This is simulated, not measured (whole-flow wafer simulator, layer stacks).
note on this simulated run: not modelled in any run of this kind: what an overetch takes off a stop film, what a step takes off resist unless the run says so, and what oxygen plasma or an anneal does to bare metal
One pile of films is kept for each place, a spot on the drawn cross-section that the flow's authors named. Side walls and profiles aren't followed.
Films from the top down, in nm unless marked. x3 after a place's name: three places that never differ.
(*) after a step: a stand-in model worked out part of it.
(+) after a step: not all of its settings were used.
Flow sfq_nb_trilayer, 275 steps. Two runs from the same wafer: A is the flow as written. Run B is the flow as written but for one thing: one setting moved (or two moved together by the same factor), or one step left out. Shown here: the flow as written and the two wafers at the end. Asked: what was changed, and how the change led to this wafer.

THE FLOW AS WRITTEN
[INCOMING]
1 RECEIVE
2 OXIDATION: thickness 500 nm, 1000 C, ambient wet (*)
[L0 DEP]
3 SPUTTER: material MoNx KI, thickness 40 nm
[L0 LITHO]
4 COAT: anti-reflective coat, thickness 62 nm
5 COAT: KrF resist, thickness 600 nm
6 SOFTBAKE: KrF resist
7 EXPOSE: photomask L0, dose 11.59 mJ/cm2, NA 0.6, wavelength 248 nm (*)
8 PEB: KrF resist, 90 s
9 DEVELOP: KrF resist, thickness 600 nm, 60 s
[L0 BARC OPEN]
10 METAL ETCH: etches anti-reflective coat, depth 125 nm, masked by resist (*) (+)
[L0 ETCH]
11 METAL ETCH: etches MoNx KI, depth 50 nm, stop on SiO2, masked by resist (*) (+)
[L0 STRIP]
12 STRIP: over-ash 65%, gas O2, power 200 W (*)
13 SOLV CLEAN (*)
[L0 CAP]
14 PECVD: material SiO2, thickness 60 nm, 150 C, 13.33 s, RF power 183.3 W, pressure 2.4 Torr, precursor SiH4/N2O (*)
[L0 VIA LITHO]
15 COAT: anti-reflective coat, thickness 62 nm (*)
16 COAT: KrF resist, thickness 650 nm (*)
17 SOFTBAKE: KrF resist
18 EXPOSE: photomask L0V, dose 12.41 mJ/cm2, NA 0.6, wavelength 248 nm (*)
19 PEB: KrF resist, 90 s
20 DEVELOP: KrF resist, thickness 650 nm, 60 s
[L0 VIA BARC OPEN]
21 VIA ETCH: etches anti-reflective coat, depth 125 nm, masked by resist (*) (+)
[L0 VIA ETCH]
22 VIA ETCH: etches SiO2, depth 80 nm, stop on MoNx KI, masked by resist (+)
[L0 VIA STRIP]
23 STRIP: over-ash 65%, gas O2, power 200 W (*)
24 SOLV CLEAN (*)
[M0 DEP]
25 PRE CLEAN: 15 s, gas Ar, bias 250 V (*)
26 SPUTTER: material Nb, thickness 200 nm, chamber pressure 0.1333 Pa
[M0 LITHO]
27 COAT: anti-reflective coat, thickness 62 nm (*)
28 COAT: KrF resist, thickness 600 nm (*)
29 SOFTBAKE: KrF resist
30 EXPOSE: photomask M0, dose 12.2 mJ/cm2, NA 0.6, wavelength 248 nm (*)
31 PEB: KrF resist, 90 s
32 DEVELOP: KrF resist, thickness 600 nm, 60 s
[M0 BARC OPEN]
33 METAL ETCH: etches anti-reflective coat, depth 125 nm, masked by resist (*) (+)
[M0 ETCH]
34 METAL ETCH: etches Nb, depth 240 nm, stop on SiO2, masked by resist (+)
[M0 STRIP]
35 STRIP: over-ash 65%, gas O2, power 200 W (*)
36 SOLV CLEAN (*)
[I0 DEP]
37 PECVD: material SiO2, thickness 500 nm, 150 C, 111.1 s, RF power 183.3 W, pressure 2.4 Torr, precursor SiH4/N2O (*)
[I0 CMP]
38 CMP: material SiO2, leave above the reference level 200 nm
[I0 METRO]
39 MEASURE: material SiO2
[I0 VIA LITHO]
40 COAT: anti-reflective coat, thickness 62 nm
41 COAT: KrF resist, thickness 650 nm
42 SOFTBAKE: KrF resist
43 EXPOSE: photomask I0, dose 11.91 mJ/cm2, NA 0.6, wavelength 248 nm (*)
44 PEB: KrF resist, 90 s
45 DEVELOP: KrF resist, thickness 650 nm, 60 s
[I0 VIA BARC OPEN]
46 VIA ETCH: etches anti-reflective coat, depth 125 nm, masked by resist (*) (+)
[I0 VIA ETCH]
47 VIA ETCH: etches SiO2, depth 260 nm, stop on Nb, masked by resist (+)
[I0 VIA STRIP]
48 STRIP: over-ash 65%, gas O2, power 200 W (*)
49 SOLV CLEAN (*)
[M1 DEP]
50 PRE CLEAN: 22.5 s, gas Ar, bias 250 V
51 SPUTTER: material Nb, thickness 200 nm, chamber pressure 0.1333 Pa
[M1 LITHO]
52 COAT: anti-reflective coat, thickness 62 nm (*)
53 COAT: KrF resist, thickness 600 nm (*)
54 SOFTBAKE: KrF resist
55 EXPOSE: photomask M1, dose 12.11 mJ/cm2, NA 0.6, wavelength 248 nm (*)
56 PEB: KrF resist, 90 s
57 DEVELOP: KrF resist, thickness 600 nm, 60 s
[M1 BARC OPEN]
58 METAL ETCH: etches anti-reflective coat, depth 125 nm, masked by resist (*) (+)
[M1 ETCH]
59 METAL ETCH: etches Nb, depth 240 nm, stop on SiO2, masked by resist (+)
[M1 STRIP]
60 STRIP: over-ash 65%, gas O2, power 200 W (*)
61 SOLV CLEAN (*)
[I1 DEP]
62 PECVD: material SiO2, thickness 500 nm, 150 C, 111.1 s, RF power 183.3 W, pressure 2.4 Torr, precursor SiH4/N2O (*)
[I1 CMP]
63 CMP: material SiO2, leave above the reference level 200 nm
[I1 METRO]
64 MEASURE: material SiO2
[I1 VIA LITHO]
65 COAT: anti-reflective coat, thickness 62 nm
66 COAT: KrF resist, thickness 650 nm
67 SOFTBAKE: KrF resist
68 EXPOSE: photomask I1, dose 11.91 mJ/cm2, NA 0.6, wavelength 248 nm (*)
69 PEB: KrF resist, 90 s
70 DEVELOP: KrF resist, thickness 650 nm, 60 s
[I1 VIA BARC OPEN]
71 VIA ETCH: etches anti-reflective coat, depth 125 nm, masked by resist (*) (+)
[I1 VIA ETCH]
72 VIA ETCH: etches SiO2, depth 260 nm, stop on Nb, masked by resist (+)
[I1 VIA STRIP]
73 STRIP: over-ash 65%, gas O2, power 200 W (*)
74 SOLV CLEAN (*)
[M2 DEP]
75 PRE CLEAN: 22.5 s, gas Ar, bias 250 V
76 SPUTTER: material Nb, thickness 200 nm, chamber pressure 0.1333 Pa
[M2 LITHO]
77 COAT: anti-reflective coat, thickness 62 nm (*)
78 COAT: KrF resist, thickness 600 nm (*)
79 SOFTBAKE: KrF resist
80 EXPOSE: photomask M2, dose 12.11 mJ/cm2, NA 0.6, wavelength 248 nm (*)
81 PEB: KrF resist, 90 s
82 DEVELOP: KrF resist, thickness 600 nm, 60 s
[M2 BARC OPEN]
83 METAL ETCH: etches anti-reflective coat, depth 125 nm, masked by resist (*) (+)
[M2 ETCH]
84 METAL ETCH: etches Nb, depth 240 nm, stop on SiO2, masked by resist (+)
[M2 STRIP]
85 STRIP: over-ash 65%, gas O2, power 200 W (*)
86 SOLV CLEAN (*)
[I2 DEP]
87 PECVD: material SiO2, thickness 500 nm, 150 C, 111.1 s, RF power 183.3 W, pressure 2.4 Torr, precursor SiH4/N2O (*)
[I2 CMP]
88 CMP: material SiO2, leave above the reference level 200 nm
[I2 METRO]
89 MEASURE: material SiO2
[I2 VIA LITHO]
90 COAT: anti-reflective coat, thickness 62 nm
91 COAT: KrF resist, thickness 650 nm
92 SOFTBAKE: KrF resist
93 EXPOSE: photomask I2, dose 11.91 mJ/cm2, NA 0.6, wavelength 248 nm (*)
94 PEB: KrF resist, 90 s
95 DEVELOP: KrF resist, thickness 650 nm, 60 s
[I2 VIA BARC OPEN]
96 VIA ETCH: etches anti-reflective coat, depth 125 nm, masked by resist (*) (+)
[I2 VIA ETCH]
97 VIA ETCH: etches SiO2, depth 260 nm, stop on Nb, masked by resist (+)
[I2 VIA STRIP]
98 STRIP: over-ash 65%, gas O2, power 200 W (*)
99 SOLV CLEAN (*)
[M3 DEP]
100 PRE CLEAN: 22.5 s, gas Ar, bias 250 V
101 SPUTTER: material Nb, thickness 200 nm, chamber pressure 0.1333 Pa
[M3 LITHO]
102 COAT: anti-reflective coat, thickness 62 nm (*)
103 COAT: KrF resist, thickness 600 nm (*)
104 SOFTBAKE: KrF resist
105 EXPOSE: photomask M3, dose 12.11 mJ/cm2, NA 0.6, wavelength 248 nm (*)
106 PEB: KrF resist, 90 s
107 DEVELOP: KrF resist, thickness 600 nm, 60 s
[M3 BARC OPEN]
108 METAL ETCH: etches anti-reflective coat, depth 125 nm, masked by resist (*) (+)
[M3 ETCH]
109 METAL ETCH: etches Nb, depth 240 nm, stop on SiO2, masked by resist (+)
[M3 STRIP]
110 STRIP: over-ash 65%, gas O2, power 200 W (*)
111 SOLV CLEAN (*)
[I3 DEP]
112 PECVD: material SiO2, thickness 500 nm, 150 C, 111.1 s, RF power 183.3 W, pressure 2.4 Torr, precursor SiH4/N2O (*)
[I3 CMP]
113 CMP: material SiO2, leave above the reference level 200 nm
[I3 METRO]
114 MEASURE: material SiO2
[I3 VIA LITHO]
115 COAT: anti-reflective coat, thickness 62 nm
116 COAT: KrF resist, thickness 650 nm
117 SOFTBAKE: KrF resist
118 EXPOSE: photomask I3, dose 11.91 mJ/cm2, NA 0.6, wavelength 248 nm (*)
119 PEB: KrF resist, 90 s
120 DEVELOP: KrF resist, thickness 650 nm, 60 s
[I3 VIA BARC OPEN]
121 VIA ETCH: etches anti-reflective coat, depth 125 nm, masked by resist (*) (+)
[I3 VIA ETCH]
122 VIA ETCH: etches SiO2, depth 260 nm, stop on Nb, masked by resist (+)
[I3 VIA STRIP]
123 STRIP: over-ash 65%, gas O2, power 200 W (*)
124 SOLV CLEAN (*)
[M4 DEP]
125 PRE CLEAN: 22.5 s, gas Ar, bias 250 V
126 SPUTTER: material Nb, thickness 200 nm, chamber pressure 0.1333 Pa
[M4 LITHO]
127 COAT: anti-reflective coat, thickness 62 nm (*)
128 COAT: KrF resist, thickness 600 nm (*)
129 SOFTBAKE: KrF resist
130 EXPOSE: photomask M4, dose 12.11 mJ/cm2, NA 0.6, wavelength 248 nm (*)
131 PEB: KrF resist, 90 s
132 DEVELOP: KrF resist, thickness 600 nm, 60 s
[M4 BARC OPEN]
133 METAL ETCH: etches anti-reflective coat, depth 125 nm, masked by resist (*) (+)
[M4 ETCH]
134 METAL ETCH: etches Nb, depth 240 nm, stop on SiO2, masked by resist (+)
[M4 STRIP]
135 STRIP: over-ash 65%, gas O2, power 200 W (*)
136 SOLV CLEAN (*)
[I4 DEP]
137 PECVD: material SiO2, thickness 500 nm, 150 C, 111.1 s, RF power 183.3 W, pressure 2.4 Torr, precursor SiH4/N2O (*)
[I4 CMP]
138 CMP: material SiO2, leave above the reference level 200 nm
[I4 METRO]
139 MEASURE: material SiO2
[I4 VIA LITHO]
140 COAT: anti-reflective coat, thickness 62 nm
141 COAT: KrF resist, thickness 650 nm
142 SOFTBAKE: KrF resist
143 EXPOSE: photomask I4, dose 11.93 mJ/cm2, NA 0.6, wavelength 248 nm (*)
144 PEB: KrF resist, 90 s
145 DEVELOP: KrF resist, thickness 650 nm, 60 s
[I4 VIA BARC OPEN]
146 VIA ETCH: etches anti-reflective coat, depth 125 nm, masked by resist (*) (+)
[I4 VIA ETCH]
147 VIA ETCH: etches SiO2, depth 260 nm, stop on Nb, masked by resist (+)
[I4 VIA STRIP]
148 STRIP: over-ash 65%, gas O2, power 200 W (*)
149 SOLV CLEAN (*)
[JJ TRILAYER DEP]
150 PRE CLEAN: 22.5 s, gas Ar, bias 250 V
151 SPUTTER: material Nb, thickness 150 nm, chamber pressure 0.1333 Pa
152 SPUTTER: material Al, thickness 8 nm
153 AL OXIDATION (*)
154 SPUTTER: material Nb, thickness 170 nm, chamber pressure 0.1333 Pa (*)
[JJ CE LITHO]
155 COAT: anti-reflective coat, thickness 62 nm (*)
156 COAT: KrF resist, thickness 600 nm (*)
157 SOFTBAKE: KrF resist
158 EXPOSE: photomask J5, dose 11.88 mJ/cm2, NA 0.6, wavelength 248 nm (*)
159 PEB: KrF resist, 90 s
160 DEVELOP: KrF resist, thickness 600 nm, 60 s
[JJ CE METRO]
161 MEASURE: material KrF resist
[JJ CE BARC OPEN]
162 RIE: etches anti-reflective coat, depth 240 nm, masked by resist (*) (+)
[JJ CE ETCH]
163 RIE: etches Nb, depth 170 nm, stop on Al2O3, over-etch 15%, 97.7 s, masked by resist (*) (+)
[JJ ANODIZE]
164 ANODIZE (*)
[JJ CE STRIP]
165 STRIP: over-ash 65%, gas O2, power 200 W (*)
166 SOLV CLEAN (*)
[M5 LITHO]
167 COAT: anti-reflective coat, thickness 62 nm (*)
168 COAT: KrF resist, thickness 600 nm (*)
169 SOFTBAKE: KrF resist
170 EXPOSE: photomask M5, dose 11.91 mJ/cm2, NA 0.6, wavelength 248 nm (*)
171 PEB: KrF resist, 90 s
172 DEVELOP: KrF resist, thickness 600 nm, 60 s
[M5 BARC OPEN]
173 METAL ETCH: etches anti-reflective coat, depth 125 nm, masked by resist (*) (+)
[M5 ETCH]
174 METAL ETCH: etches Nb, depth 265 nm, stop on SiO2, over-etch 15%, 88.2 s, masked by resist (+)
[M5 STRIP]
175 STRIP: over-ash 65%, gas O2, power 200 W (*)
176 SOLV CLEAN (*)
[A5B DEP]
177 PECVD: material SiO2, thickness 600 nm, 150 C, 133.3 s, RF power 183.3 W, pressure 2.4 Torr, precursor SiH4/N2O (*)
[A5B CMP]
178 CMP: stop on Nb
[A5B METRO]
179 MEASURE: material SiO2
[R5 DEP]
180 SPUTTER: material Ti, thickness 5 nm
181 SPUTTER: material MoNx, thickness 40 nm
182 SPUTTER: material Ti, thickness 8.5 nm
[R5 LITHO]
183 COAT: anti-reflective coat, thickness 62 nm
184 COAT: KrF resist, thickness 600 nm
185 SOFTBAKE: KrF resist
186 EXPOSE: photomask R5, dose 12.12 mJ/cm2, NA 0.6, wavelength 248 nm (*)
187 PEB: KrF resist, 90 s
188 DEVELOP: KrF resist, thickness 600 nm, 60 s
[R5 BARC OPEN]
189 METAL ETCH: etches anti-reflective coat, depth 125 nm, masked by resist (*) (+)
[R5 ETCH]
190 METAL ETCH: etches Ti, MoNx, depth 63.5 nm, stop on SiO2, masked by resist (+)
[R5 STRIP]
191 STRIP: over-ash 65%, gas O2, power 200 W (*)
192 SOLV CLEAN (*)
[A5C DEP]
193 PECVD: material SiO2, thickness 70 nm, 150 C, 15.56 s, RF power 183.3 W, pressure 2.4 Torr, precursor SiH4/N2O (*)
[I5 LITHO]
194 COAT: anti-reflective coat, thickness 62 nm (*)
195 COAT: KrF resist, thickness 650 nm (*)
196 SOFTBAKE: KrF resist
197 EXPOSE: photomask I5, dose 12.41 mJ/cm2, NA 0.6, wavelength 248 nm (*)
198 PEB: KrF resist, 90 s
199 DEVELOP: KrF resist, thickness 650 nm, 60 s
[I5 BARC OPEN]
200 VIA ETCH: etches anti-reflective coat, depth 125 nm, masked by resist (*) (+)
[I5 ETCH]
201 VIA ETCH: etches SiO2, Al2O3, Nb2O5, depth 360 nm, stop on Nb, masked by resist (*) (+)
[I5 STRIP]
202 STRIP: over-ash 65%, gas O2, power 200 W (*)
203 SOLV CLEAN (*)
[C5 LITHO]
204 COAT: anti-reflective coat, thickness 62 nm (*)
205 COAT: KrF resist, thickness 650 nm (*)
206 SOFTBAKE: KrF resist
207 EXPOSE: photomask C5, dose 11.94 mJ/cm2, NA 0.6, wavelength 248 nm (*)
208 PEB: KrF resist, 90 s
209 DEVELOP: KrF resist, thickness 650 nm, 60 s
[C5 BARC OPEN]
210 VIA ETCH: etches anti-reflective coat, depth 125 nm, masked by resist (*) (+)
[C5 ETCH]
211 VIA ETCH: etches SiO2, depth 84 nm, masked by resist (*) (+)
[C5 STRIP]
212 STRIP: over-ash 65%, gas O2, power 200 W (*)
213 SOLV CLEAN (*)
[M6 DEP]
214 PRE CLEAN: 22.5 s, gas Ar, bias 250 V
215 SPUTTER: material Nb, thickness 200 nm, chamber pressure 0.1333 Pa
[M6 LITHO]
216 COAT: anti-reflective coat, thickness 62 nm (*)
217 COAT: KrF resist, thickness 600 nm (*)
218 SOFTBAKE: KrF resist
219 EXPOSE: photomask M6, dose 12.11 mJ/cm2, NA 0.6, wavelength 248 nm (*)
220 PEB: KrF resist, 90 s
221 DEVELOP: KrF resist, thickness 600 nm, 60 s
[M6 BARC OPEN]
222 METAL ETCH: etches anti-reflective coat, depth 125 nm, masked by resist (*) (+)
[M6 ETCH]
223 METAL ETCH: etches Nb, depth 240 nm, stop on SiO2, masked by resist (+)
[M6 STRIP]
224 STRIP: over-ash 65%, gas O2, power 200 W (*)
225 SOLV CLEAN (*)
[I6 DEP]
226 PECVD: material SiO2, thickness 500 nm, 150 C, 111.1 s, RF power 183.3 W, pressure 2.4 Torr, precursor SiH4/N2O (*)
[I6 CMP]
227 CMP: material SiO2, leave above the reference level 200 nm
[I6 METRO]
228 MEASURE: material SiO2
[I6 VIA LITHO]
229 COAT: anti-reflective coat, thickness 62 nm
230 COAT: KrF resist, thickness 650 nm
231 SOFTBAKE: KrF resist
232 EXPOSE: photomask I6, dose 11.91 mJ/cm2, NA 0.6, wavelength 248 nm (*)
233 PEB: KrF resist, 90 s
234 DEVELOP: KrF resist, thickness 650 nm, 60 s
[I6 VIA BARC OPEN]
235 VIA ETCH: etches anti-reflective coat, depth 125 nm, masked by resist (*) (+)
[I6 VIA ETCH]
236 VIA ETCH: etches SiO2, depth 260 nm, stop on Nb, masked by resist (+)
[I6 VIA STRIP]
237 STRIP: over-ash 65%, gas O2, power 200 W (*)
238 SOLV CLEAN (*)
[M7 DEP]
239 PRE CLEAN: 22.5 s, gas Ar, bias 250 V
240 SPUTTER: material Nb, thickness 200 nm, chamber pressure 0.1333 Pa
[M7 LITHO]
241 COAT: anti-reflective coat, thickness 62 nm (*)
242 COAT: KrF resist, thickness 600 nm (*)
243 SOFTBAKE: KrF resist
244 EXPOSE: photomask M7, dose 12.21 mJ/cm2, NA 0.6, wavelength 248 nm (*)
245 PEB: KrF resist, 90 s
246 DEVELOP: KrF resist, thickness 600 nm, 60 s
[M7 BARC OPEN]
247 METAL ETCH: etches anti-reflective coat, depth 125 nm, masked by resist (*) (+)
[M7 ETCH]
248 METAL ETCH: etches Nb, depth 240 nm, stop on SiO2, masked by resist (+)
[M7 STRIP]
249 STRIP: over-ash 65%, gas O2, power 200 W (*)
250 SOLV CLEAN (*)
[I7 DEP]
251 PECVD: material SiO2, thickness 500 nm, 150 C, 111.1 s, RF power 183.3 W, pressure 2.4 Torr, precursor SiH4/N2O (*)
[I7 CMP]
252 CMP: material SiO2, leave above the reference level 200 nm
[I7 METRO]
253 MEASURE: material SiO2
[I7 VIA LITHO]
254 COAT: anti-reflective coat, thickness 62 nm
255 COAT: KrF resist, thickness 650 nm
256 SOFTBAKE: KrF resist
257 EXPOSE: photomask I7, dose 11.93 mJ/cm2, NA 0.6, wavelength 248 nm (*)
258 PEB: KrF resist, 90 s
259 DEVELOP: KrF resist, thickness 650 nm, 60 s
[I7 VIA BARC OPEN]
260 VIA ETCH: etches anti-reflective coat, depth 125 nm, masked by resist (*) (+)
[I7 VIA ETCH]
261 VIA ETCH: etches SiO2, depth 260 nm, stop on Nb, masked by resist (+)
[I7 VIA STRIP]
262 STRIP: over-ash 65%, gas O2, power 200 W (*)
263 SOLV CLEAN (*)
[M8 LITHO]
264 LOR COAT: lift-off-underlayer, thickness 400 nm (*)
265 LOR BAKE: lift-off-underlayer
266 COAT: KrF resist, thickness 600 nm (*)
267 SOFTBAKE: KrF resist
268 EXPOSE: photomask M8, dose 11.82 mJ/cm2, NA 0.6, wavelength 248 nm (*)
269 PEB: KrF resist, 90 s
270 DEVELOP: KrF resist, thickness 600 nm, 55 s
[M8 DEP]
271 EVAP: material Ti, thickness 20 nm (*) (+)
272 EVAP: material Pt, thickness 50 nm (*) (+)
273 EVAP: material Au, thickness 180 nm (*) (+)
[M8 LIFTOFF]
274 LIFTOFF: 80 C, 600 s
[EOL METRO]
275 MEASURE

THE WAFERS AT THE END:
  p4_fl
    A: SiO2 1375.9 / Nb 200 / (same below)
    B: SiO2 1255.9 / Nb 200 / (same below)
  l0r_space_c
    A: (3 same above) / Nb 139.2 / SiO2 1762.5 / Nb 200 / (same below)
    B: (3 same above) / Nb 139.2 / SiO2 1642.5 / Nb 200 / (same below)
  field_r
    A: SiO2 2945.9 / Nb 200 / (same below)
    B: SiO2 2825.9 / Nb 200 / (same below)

The cause: step 138, CMP: leave above the reference level 80 nm was run, where the flow has leave above the reference level 200 nm.

How the change led to this, step by step:
  138 CMP: material SiO2, leave above the reference level 200 nm
      field_l, be, be_sur and 55 more: A SiO2 -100 | B SiO2 -220
      v_sur, via_wl, via_w and 35 more: A SiO2 -300 | B SiO2 -420
      (and at 10 more places)
  147 VIA ETCH: etches SiO2, depth 260 nm, stop on Nb, masked by resist (+)
      field_l, v_sur, via_sp and 100 more: A KrF resist -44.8 | B KrF resist -20.6
      via_wl, via_w, via_wr: A SiO2 -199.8 (all of it) | B SiO2 -79.8 (all of it)
  148 STRIP: over-ash 65%, gas O2, power 200 W (*)
      field_l, v_sur, via_sp and 100 more: A KrF resist -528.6 (all of it), anti-reflective coat -62 (all of it) | B KrF resist -552.8 (all of it), anti-reflective coat -62 (all of it)
  151 SPUTTER: material Nb, thickness 150 nm, chamber pressure 0.1333 Pa
      via_wl, via_wr: A Nb +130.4 | B Nb +133.8
      via_w: A Nb +130.4 | B Nb +149.4
  152 SPUTTER: material Al, thickness 8 nm
      via_wl, via_wr: A Al +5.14 (new film) | B Al +6.48 (new film)
      via_w: A Al +7.12 (new film) | B Al +7.94 (new film)
  154 SPUTTER: material Nb, thickness 170 nm, chamber pressure 0.1333 Pa (*)
      via_wl, via_wr: A Nb +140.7 (new film) | B Nb +133.7 (new film)
      via_w: A Nb +141 (new film) | B Nb +169.3 (new film)
  155 COAT: anti-reflective coat, thickness 62 nm (*)
      via_wl, via_wr: A anti-reflective coat +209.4 (new film) | B anti-reflective coat +157.7 (new film)
      v_sur: A anti-reflective coat +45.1 (new film) | B anti-reflective coat +52.2 (new film)
      (and at 2 more places)
  156 COAT: KrF resist, thickness 600 nm (*)
      via_wl: A KrF resist +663 (new film) | B KrF resist +624.1 (new film)
      via_w: A KrF resist +763.8 (new film) | B KrF resist +644.5 (new film)
      (and at 1 more place)
  160 DEVELOP: KrF resist, thickness 600 nm, 60 s
      via_wl: A KrF resist -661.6 (all of it) | B KrF resist -622.8 (all of it)
      via_w: A KrF resist -762.1 (all of it) | B KrF resist -643.2 (all of it)
      (and at 1 more place)
  162 RIE: etches anti-reflective coat, depth 240 nm, masked by resist (*) (+)
      ce_l, c5j, ce_r, wl_jj: A KrF resist -209.4 | B KrF resist -157.7
      via_wl, via_wr: A anti-reflective coat -209.4 (all of it) | B anti-reflective coat -157.7 (all of it)
      (and at 3 more places)
  163 RIE: etches Nb, depth 170 nm, stop on Al2O3, over-etch 15%, 97.7 s, masked by resist (*) (+)
      via_w: A Nb -141 (all of it), Al2O3 -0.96 (all of it) | B Nb -169.3 (all of it), Al2O3 -0.52
      via_wl, via_wr: A Nb -140.7 (all of it), Al2O3 -0.96 (all of it) | B Nb -133.7 (all of it), Al2O3 -0.96 (all of it)
  164 ANODIZE (*)
      via_w: A Al2O3 +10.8 (new film), Nb2O5 +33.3 (new film), Al -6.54 (all of it), Nb -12 | B Al2O3 +12.1, Nb2O5 +30.2 (new film), Al -7.36 (all of it), Nb -10.8
      via_wl, via_wr: A Al2O3 +7.52 (new film), Nb2O5 +39.2 (new film), Al -4.56 (all of it), Nb -14.1 | B Al2O3 +9.73 (new film), Nb2O5 +35.2 (new film), Al -5.9 (all of it), Nb -12.7
  165 STRIP: over-ash 65%, gas O2, power 200 W (*)
      ce_l: A KrF resist -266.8 (all of it), anti-reflective coat -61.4 (all of it) | B KrF resist -319.3 (all of it), anti-reflective coat -61.8 (all of it)
      c5j: A KrF resist -266.9 (all of it), anti-reflective coat -61.5 (all of it) | B KrF resist -319.3 (all of it), anti-reflective coat -61.8 (all of it)
      (and at 2 more places)
  167 COAT: anti-reflective coat, thickness 62 nm (*)
      v_sur: A anti-reflective coat +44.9 (new film) | B anti-reflective coat +49.1 (new film)
      via_wl: A anti-reflective coat +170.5 (new film) | B anti-reflective coat +103.8 (new film)
      (and at 3 more places)
  168 COAT: KrF resist, thickness 600 nm (*)
      v_sur: A KrF resist +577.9 (new film) | B KrF resist +597 (new film)
      via_wl: A KrF resist +656 (new film) | B KrF resist +631.6 (new film)
      (and at 3 more places)
  175 STRIP: over-ash 65%, gas O2, power 200 W (*)
      v_sur: A KrF resist -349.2 (all of it), anti-reflective coat -44.9 (all of it) | B KrF resist -368.1 (all of it), anti-reflective coat -49.1 (all of it)
      via_wl: A KrF resist -427 (all of it), anti-reflective coat -170.5 (all of it) | B KrF resist -402.7 (all of it), anti-reflective coat -103.8 (all of it)
      (and at 3 more places)
  178 CMP: stop on Nb
      via_wl, via_wr: A SiO2 -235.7 | B SiO2 -369.2
      via_w: A SiO2 -235.2 | B SiO2 -373.9
